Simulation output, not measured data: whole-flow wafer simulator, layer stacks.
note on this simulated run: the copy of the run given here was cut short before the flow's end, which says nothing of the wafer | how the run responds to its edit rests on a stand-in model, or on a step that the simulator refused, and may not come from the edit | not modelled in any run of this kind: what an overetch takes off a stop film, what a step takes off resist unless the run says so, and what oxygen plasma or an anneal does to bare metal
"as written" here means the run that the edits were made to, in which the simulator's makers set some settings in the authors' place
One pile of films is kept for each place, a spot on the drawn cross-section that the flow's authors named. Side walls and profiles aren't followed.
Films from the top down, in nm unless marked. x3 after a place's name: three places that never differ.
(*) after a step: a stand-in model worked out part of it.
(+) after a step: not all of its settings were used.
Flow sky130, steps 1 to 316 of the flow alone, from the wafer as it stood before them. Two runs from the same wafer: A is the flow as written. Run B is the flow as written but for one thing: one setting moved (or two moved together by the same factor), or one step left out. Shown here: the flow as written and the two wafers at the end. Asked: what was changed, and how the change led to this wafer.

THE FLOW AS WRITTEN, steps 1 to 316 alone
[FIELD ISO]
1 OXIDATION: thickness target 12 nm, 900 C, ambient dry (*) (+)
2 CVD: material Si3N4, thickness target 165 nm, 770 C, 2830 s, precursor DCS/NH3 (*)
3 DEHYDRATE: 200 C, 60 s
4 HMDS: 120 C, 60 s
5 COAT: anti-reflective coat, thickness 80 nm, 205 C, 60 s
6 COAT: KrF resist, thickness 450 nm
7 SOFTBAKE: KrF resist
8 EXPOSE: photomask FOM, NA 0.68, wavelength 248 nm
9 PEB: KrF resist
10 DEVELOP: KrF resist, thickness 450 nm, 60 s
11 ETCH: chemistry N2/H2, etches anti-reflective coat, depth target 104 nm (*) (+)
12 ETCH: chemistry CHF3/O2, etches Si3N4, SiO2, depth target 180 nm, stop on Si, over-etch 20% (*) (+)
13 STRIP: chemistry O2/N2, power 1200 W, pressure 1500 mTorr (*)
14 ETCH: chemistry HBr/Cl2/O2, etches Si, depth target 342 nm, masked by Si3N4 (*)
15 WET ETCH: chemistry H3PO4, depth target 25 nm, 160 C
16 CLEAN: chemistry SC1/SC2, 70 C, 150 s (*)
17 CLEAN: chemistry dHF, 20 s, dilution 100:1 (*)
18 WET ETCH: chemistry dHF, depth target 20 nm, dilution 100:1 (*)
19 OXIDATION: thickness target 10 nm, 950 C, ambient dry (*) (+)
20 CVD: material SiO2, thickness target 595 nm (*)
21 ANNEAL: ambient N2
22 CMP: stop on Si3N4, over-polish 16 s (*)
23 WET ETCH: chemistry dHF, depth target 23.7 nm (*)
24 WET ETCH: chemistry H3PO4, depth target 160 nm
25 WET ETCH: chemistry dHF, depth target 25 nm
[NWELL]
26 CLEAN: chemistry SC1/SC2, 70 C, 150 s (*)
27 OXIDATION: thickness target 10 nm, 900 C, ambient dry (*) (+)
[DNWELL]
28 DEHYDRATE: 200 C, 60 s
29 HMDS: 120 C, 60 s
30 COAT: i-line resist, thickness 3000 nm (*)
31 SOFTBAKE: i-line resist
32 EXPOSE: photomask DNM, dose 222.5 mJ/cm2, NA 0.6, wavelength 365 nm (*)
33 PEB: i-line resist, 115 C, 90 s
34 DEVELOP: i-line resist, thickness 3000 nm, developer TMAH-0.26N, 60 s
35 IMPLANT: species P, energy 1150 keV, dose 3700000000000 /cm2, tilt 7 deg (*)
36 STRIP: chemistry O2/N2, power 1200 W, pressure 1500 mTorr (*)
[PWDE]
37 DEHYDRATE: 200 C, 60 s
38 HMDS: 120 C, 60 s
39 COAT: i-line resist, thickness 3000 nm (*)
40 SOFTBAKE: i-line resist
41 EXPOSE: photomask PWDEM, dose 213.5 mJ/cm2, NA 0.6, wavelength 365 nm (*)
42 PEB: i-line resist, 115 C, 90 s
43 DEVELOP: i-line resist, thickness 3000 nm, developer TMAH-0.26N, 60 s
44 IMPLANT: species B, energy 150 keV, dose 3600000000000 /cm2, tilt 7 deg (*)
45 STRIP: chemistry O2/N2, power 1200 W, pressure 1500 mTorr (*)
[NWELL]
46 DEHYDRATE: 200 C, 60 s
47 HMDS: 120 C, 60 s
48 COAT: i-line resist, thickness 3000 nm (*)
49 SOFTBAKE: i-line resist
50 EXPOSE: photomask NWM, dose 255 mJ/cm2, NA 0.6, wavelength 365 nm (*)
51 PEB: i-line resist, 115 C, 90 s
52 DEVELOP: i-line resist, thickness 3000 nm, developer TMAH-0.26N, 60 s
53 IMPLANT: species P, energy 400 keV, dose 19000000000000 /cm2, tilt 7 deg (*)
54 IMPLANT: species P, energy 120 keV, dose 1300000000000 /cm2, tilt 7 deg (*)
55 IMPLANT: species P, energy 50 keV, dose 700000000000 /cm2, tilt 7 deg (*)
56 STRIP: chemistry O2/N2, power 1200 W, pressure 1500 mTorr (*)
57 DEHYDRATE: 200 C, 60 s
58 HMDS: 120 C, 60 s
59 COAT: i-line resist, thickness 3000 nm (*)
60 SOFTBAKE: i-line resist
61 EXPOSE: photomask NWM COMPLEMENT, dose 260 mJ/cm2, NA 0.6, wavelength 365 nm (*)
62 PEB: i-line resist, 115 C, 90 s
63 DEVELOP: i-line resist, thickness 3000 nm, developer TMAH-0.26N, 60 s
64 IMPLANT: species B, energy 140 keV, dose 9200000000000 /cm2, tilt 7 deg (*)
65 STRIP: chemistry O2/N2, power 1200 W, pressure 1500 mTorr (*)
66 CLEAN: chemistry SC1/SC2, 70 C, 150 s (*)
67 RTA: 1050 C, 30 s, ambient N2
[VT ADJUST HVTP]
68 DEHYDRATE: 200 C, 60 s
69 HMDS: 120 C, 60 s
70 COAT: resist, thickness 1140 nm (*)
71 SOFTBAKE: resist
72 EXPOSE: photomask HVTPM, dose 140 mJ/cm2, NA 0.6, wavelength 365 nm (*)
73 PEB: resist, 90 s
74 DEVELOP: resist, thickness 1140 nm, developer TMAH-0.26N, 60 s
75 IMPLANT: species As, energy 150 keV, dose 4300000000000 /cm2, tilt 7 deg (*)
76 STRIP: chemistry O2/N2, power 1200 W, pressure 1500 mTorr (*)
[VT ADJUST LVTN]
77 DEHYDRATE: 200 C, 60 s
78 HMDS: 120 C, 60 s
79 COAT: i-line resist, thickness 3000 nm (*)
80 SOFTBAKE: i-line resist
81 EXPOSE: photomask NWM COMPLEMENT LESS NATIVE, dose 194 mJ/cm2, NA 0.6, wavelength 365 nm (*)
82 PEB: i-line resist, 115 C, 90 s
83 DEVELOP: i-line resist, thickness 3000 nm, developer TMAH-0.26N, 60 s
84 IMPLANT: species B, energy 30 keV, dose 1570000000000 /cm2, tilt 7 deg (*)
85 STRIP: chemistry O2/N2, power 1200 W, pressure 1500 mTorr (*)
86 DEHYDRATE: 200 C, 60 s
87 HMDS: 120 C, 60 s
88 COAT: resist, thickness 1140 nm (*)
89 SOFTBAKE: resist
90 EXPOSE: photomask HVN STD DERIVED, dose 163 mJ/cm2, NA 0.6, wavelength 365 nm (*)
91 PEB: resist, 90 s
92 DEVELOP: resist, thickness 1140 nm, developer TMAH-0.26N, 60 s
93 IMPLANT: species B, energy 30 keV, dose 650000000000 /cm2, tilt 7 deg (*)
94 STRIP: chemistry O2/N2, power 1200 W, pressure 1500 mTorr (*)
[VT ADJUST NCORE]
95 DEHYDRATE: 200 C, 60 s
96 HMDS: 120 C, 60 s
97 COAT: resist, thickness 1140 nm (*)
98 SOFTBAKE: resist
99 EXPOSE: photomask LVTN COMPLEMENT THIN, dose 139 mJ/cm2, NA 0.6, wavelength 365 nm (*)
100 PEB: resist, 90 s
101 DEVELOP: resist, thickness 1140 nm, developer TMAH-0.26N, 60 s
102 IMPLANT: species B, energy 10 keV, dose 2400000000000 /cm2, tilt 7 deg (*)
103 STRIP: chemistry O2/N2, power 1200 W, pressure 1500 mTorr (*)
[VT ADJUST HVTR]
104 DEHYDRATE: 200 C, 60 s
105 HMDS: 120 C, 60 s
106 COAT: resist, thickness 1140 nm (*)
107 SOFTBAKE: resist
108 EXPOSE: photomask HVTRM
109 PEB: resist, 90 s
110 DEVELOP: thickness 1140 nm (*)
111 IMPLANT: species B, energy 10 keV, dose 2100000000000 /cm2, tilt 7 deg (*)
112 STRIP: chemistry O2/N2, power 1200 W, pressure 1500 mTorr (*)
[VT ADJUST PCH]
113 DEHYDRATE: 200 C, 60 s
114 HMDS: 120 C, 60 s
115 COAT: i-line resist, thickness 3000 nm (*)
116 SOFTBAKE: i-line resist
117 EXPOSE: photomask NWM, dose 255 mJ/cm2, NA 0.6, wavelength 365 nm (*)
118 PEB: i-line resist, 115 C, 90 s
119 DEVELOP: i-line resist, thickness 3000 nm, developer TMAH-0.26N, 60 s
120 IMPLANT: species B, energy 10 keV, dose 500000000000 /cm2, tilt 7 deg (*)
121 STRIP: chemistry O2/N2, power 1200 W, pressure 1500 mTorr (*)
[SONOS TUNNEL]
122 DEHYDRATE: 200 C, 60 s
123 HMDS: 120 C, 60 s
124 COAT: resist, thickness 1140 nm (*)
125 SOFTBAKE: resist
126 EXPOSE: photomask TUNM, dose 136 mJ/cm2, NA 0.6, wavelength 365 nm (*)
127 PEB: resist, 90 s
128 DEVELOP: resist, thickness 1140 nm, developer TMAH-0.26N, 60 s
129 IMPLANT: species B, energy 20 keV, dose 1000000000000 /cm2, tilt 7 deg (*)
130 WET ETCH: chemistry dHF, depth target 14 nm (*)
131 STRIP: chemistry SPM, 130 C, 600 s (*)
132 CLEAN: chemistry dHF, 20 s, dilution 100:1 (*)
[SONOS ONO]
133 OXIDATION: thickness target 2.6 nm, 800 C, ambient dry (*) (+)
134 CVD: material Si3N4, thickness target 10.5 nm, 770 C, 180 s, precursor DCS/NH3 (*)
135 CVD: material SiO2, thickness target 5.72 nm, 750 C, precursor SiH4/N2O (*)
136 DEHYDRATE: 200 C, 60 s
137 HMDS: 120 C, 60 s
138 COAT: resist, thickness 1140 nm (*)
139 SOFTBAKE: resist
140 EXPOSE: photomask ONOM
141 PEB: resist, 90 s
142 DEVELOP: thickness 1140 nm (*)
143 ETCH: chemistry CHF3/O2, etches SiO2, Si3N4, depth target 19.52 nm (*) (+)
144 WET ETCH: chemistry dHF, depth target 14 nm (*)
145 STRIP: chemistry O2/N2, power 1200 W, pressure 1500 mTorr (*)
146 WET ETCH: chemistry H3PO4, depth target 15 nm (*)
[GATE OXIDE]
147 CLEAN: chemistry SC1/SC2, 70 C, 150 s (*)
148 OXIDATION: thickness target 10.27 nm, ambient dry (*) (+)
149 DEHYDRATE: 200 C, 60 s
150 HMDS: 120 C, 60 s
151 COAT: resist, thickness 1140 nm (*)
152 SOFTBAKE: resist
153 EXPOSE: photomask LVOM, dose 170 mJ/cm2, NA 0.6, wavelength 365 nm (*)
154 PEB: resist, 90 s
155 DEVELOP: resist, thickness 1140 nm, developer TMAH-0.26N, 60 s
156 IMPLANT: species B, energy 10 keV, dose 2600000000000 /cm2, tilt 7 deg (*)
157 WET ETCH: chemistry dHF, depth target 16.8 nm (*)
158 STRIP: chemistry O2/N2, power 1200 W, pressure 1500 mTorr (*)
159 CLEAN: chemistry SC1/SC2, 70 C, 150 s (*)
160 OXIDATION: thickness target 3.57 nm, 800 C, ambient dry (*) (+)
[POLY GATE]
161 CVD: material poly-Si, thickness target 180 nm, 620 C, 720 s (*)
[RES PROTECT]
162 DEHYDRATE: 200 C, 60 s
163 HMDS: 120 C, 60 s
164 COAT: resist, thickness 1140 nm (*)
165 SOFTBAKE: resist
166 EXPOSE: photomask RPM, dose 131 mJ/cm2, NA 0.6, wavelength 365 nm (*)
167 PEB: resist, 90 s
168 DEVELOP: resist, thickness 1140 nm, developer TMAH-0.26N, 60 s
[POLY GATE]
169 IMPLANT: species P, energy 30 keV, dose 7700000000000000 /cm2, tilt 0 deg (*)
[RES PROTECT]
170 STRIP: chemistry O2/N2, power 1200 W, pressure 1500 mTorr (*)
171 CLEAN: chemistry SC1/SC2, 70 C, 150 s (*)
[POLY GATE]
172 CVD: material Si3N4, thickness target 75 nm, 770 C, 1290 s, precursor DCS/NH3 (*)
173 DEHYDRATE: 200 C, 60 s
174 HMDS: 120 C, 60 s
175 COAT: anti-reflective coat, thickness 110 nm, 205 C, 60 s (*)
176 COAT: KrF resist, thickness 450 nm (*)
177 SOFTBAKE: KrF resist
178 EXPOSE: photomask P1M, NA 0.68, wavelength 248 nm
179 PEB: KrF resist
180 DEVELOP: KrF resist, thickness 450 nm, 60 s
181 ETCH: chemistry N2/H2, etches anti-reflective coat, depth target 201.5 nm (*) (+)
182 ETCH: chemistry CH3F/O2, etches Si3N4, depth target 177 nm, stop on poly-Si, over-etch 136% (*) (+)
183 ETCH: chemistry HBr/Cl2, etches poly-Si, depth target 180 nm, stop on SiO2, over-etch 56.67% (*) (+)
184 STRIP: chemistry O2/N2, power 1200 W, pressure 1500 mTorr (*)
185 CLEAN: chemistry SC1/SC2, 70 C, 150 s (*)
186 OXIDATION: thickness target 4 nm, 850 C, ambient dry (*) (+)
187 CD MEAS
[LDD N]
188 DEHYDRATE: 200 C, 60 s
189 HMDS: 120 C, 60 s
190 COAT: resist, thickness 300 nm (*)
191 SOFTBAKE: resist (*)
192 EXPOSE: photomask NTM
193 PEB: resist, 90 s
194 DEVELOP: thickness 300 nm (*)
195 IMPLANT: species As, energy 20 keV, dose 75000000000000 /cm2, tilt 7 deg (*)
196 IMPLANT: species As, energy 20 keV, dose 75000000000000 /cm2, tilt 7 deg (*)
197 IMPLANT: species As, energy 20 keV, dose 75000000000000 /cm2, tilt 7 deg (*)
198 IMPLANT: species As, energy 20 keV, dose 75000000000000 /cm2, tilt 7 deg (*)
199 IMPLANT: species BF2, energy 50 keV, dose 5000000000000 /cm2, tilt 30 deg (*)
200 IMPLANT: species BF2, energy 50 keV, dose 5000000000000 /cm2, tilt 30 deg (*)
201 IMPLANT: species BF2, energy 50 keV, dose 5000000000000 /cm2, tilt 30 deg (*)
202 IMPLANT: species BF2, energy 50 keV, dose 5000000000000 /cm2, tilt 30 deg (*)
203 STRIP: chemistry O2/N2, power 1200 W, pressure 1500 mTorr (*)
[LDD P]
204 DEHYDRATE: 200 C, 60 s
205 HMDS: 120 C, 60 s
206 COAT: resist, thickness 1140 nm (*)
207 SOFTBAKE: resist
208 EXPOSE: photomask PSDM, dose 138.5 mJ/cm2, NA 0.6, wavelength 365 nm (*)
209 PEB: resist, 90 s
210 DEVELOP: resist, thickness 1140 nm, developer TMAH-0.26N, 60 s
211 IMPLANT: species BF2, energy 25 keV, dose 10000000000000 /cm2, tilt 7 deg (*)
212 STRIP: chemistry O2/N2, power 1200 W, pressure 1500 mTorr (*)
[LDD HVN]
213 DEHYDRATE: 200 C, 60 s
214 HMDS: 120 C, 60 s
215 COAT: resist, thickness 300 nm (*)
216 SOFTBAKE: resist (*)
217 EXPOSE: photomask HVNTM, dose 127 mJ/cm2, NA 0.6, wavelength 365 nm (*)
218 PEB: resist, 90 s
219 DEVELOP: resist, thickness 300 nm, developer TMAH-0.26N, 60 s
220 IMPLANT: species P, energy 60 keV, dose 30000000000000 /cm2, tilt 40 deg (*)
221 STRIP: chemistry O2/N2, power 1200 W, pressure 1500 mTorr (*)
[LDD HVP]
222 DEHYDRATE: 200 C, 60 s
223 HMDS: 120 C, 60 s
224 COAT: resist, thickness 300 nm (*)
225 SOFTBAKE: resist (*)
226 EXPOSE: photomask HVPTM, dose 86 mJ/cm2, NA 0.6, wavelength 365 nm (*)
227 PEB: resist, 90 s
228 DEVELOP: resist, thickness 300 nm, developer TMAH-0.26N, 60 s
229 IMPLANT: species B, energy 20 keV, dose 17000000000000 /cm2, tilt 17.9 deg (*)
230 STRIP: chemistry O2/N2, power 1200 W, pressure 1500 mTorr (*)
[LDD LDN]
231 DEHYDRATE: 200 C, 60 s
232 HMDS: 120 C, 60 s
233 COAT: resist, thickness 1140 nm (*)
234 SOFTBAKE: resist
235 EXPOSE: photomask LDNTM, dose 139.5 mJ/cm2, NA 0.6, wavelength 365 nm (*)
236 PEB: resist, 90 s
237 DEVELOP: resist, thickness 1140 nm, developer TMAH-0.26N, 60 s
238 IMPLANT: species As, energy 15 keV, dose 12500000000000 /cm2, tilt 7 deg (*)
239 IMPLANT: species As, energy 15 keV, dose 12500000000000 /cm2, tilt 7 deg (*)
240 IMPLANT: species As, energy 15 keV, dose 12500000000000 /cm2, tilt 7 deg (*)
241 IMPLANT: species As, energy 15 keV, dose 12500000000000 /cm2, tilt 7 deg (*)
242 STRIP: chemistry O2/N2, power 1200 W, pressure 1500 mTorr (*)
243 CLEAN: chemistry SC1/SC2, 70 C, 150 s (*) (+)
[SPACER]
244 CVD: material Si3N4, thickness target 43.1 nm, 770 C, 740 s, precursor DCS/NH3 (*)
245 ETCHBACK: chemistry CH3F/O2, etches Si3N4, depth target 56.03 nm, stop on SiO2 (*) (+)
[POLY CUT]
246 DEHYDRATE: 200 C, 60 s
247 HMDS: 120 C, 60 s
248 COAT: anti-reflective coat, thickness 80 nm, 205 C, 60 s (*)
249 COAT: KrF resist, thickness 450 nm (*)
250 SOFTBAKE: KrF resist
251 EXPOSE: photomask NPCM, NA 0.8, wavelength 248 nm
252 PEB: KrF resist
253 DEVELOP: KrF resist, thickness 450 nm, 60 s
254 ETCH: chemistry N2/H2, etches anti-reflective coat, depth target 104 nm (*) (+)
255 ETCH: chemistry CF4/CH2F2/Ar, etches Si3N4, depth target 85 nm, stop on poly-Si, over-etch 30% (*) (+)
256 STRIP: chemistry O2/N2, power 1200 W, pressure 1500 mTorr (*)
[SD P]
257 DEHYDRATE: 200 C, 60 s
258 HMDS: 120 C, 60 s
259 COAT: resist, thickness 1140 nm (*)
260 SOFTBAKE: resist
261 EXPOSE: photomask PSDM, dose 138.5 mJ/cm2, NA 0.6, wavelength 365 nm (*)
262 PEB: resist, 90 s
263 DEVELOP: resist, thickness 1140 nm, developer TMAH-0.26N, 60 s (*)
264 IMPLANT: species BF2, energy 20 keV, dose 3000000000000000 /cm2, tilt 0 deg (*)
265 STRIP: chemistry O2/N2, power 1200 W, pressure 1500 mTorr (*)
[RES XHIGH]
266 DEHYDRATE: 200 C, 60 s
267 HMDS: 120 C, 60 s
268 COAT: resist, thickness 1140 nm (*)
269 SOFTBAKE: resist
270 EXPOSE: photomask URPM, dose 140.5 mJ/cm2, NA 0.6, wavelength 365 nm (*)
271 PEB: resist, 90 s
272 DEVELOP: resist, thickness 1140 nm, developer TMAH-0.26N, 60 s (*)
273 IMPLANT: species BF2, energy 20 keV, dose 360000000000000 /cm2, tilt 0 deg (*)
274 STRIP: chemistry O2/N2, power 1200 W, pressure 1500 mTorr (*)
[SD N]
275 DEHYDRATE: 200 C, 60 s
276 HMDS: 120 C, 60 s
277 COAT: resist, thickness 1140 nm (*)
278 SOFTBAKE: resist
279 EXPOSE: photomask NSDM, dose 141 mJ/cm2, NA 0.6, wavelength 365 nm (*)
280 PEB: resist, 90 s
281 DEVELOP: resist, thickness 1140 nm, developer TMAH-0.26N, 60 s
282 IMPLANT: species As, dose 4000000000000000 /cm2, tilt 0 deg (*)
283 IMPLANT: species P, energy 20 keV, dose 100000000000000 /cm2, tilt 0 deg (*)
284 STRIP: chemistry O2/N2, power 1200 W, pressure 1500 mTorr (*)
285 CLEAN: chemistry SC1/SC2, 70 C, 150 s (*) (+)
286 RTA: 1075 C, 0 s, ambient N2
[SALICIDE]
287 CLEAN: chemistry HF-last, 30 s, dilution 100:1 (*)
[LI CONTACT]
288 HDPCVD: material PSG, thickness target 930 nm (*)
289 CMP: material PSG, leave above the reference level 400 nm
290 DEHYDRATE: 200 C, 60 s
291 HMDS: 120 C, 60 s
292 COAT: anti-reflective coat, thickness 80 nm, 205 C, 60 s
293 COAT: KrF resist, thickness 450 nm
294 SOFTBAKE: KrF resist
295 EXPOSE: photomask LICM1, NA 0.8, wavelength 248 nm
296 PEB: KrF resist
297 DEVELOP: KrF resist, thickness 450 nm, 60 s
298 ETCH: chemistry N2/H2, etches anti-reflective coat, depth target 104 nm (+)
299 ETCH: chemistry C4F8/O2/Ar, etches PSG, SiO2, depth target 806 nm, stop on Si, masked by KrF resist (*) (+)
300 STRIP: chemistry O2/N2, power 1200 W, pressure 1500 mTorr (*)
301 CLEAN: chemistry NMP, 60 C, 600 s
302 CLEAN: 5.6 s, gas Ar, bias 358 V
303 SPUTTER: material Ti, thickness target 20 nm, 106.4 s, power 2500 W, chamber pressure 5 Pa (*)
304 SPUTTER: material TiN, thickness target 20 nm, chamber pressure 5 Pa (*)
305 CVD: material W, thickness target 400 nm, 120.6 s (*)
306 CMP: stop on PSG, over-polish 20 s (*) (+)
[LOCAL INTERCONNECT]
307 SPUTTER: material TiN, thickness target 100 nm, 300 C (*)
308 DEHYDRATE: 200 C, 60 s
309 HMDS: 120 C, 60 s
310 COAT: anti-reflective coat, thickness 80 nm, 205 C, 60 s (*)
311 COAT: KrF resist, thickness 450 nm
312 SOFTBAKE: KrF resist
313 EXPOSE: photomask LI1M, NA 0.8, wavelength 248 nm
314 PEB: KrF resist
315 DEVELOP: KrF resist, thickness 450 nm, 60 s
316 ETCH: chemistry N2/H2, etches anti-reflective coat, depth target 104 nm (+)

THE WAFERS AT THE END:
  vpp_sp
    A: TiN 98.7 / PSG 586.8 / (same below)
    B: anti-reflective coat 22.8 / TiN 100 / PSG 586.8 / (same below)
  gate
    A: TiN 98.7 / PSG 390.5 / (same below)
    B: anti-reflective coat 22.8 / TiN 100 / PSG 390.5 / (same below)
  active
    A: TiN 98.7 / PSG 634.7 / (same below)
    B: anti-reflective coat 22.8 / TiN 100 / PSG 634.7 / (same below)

The cause: step 316, ETCH: depth target 57.2 nm was run, where the flow has depth target 104 nm.

How the change led to this, step by step:
  316 ETCH: chemistry N2/H2, etches anti-reflective coat, depth target 104 nm (+)
      field, active, gate and 87 more: A anti-reflective coat -80 (all of it), TiN -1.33 | B anti-reflective coat -57.2
      rpo_hd: A anti-reflective coat -80 (all of it), TiN -1.34 | B anti-reflective coat -57.2
      (and at 100 more places)
